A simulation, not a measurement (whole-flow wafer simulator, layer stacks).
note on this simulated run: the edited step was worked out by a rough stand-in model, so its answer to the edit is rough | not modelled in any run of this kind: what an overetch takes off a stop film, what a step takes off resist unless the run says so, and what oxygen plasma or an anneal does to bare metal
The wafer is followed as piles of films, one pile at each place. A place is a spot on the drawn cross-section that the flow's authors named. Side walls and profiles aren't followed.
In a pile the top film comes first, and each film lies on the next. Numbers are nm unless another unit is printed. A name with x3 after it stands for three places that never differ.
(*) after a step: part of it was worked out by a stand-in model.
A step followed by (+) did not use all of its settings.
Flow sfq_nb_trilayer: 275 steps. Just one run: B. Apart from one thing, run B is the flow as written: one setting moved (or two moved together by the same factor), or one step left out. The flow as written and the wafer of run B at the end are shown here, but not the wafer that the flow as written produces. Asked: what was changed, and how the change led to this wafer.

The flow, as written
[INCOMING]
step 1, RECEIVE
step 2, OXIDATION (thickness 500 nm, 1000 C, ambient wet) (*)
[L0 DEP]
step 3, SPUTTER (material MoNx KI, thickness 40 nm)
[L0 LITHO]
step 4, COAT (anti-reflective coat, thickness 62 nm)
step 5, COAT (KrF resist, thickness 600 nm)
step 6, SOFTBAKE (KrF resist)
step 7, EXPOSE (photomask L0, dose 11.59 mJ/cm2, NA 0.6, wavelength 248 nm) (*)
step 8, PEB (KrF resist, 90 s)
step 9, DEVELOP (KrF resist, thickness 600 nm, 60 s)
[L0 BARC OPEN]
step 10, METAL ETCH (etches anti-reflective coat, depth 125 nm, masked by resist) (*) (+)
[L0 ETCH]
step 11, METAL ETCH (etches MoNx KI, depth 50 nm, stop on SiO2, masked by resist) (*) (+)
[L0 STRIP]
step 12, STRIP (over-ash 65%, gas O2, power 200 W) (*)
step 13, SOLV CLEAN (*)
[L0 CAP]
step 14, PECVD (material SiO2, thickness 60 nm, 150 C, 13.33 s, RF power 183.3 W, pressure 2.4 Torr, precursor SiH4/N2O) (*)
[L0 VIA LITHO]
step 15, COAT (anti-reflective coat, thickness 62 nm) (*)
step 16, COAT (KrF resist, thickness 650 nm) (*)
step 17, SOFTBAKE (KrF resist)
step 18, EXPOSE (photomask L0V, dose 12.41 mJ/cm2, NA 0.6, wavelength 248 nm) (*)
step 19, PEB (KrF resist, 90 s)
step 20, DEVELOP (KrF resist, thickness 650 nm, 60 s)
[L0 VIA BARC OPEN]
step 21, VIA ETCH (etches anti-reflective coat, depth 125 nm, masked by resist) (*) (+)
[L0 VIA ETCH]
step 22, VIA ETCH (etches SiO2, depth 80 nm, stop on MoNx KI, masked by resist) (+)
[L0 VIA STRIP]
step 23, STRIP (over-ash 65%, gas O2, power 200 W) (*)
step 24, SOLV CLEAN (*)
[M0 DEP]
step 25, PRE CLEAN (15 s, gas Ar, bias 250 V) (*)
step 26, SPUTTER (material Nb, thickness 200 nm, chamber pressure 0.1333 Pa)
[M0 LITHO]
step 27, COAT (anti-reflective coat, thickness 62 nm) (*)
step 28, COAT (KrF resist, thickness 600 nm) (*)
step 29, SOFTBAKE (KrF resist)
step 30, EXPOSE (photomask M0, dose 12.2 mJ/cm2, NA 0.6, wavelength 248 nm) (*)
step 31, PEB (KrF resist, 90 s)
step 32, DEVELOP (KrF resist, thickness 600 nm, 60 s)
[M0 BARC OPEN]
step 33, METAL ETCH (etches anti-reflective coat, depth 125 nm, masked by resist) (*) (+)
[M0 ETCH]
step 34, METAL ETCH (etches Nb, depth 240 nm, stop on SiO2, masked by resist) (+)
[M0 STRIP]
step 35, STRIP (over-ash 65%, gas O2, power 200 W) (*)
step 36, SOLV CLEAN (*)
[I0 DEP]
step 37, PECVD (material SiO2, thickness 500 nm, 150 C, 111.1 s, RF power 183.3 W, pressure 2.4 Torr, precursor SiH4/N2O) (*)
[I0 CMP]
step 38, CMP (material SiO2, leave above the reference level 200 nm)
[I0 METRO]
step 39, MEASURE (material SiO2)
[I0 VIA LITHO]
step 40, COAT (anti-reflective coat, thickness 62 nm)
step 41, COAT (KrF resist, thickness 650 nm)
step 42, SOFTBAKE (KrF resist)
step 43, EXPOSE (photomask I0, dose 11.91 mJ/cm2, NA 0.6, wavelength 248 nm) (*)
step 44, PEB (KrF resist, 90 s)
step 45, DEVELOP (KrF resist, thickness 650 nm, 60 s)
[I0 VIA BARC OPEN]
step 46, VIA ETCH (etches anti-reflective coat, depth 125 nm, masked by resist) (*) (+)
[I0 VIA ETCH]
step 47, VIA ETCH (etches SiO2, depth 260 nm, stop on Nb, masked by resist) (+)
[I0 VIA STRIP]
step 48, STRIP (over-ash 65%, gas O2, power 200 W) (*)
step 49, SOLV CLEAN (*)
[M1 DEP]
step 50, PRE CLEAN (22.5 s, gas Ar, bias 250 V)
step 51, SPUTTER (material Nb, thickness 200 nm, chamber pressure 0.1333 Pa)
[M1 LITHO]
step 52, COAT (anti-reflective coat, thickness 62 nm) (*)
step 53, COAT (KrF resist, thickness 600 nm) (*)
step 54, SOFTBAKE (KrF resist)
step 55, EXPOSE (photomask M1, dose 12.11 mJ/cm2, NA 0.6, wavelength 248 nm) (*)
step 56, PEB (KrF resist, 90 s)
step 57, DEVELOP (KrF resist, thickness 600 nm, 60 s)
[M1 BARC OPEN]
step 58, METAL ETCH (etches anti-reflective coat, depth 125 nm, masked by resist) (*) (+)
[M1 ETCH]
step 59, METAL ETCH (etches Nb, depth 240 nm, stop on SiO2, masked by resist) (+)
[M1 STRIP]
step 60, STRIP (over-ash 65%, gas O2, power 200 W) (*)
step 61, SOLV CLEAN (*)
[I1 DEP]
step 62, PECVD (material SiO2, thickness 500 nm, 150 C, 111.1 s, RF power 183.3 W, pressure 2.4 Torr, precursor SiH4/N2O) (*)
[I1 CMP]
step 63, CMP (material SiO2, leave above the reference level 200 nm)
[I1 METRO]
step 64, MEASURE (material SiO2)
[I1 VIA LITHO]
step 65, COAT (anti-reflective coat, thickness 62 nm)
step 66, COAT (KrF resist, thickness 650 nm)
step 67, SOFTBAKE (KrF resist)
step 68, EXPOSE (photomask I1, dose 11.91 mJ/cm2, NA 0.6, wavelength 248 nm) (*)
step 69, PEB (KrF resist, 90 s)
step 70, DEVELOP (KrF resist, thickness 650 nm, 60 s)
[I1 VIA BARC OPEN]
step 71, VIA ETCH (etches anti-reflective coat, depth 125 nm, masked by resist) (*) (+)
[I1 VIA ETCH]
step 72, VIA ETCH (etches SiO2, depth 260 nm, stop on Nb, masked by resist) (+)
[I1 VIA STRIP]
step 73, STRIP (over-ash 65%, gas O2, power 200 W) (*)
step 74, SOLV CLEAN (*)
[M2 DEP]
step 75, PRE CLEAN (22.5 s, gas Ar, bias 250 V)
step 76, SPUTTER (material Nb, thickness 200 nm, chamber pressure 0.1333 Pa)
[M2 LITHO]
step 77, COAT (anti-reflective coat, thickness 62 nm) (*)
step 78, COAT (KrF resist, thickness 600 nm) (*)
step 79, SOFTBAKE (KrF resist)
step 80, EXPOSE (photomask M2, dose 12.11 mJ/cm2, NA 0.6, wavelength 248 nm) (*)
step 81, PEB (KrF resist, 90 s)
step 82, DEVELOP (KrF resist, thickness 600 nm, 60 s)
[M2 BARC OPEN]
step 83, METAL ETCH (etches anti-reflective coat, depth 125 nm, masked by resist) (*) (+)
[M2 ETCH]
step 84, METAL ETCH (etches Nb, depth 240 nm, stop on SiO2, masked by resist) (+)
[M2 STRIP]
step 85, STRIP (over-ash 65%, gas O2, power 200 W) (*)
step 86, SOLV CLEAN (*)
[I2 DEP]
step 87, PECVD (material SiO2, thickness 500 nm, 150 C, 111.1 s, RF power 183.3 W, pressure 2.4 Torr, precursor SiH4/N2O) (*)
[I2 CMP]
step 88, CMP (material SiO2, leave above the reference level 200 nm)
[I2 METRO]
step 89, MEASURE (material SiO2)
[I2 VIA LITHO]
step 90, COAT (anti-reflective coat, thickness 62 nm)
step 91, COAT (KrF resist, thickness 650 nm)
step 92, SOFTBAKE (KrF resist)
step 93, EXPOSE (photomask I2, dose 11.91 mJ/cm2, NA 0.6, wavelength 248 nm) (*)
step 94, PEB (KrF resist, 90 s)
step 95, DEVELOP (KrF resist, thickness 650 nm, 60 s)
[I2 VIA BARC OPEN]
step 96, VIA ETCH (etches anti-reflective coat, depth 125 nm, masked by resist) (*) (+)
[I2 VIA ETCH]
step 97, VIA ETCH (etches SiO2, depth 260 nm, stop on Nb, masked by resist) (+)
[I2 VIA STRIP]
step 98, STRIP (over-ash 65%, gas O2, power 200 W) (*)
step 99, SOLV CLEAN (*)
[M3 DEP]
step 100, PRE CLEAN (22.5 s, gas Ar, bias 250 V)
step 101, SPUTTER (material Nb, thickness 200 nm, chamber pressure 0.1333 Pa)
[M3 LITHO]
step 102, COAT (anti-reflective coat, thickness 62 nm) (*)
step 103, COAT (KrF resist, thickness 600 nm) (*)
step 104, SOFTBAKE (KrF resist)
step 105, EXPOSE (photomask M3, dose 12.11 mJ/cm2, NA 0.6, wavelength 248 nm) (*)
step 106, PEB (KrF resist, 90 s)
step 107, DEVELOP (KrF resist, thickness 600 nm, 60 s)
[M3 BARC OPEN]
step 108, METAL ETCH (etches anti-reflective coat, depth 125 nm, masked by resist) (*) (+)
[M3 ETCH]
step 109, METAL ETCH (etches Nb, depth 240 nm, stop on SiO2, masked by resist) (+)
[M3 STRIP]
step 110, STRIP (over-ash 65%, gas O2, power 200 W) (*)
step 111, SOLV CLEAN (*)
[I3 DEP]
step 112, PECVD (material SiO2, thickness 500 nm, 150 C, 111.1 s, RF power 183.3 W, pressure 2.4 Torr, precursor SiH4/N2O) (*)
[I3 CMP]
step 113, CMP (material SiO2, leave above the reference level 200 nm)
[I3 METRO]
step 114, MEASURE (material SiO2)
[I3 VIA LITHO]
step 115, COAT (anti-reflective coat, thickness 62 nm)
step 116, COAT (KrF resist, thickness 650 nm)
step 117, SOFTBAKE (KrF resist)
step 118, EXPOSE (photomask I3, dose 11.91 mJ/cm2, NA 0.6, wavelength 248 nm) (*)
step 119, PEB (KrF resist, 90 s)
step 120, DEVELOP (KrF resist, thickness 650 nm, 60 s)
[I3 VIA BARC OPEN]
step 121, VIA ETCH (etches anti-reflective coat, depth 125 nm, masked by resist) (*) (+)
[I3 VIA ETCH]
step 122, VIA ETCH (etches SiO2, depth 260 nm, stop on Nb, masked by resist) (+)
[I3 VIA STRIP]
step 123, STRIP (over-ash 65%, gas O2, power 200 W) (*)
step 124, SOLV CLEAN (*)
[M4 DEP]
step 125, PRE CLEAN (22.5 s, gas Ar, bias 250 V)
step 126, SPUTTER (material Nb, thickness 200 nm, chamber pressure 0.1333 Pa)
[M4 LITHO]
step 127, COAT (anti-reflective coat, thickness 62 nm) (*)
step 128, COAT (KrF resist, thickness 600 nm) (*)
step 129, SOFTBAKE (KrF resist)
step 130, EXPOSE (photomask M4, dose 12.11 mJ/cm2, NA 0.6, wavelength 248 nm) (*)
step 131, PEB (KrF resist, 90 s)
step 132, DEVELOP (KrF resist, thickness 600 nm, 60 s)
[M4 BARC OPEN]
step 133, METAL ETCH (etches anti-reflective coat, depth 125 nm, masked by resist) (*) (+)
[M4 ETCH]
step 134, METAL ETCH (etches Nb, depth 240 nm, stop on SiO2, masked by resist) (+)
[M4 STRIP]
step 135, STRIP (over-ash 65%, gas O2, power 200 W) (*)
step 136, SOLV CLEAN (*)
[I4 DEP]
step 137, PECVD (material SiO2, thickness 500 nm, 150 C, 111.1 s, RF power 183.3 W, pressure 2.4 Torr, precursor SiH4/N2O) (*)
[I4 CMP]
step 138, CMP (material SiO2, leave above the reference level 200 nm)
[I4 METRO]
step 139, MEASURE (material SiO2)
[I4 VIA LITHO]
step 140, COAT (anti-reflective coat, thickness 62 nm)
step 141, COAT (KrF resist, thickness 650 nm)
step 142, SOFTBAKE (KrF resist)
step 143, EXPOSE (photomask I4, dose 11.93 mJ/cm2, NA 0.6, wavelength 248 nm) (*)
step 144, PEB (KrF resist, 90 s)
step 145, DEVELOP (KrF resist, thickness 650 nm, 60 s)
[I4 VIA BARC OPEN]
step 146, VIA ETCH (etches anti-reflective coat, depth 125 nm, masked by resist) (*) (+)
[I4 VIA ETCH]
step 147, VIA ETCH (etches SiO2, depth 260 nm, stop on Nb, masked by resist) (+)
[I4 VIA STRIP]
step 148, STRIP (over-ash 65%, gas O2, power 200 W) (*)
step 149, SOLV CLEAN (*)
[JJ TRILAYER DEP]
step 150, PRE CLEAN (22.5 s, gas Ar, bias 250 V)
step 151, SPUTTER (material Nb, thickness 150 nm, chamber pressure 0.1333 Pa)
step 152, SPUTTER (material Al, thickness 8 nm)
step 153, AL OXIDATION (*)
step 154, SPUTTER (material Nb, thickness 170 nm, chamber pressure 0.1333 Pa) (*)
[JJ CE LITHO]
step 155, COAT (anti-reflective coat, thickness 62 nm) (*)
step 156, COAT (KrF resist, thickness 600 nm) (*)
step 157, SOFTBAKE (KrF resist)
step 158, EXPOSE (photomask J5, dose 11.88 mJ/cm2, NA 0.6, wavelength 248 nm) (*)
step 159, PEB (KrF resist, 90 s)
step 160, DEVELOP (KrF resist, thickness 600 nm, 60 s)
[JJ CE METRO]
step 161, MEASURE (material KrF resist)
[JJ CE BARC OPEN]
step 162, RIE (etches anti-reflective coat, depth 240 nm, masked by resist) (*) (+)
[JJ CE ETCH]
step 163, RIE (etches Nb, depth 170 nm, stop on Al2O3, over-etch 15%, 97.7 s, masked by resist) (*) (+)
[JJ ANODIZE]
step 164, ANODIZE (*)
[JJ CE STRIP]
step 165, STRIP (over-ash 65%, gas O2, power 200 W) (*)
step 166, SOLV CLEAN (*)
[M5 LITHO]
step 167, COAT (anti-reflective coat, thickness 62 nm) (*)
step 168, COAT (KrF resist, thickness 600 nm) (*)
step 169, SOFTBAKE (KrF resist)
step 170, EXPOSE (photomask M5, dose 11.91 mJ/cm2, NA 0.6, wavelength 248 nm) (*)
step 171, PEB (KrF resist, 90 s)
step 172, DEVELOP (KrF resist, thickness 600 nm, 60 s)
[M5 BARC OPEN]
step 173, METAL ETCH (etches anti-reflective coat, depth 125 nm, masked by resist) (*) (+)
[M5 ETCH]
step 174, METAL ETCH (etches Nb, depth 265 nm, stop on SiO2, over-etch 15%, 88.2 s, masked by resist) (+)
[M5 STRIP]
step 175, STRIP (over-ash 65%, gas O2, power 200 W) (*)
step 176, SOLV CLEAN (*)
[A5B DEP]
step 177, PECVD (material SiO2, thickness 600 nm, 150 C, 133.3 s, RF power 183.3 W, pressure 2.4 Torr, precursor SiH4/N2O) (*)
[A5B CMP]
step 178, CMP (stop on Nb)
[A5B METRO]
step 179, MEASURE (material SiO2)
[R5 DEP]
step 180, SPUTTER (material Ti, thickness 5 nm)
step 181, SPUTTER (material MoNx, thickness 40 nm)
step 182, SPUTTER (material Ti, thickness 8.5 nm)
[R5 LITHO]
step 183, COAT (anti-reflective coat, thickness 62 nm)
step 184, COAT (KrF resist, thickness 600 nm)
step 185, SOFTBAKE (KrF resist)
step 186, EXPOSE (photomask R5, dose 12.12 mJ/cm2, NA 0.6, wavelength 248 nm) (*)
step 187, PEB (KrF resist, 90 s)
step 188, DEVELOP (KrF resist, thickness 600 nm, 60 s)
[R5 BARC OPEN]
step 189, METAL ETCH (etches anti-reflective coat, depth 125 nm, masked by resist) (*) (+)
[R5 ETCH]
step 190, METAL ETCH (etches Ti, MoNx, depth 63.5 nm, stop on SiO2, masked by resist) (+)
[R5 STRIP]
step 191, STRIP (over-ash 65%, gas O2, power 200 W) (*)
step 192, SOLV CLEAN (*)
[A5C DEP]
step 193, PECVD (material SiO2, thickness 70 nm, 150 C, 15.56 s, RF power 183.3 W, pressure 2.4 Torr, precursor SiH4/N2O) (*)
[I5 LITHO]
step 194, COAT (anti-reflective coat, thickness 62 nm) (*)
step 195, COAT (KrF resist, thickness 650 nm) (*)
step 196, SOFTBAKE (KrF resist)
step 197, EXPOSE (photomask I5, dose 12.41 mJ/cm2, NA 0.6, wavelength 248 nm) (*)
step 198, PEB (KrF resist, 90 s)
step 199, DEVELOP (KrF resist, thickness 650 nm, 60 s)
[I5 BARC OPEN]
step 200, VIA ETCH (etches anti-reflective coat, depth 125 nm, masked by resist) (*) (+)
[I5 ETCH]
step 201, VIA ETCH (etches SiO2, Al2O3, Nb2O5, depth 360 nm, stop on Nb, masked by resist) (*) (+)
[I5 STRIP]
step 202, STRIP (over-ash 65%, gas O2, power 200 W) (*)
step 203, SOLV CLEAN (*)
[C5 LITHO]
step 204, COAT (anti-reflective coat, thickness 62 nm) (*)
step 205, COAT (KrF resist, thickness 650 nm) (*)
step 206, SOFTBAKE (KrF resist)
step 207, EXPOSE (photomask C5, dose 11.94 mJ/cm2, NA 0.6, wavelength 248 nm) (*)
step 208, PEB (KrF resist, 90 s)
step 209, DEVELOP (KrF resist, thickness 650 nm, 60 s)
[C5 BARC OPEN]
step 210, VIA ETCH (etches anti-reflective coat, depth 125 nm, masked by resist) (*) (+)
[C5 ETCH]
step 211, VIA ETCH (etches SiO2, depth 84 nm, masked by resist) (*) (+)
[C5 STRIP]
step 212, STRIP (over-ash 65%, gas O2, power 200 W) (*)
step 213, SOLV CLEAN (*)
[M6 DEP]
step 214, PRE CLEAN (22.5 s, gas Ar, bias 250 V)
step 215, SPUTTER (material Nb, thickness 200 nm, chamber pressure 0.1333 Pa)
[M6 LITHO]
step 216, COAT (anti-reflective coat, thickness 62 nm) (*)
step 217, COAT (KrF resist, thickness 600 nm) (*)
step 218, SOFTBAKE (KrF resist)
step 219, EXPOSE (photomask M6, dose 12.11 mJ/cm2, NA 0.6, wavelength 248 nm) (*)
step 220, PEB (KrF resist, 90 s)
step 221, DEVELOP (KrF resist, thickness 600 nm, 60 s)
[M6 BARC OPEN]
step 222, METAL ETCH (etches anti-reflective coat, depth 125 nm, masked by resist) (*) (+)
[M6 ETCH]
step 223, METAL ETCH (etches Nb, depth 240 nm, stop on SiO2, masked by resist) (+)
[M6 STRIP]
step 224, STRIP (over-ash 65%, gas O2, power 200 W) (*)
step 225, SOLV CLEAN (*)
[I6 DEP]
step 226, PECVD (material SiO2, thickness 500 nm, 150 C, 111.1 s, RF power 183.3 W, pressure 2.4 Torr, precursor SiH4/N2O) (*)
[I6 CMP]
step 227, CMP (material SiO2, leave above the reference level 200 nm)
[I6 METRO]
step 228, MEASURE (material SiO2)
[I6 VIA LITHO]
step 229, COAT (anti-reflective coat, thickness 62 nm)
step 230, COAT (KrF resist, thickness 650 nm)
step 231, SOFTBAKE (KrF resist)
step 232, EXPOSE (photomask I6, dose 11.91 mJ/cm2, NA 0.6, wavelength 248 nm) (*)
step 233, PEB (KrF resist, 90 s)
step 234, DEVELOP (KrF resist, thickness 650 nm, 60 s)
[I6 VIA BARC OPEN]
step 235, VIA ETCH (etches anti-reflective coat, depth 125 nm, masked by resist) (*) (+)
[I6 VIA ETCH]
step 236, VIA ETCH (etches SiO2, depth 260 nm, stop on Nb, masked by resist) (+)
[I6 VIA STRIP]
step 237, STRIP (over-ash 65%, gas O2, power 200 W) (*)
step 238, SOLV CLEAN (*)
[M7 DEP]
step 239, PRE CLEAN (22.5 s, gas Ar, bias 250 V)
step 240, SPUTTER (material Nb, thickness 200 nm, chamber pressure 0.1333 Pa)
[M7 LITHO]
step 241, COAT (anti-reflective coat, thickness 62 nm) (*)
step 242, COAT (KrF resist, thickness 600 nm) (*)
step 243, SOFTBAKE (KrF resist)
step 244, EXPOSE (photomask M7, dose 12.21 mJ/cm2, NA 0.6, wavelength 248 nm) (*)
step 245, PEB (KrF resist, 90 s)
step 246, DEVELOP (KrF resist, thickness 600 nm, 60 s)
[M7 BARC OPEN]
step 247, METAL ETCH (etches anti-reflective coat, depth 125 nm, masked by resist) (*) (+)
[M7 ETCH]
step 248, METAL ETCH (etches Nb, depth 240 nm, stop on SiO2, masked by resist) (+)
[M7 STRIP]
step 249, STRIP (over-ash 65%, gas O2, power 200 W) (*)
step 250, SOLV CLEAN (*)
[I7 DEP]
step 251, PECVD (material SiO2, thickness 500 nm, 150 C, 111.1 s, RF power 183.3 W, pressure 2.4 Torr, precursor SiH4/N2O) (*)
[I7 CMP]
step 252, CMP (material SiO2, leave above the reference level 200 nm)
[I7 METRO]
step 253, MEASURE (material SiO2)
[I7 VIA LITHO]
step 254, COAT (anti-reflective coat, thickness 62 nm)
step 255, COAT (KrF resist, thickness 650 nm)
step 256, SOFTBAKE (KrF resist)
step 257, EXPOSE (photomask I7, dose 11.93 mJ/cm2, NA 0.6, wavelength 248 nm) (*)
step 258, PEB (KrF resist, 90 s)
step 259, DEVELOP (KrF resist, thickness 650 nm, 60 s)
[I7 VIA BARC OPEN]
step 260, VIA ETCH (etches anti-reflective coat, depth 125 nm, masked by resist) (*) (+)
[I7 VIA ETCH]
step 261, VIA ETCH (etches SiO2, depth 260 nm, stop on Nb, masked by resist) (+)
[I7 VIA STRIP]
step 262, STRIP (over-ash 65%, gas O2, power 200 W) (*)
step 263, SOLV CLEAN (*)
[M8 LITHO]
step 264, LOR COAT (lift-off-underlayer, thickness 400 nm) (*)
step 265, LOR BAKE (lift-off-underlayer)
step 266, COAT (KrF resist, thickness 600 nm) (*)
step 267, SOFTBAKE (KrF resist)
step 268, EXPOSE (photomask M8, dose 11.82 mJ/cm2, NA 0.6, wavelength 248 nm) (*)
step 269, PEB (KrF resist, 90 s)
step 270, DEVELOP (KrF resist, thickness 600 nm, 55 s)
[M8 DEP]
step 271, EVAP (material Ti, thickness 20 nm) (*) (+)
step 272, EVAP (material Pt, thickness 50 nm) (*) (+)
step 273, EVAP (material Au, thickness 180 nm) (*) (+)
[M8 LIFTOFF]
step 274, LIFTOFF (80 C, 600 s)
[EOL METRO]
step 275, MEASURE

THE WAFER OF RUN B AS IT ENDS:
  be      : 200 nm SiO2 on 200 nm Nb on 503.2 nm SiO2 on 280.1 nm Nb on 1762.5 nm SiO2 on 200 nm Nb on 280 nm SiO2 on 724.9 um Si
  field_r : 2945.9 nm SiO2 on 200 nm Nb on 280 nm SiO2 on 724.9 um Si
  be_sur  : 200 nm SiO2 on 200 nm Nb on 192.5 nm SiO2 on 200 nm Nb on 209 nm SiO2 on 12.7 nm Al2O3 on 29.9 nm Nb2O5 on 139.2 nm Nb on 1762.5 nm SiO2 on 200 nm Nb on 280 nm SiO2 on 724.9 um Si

The reason: step 2, OXIDATION: thickness 225 nm was run, though the flow has thickness 500 nm.

The path from the change to this, step by step:
  step 2, OXIDATION (thickness 500 nm, 1000 C, ambient wet) (*)
      field_l, v_sur, via_wl and 103 more: +225 SiO2 (new film), -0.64 chemical SiO2 (all of it), -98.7 Si (it would be, as written: +500 SiO2 (new film), -0.64 chemical SiO2 (all of it), -219.7 Si)
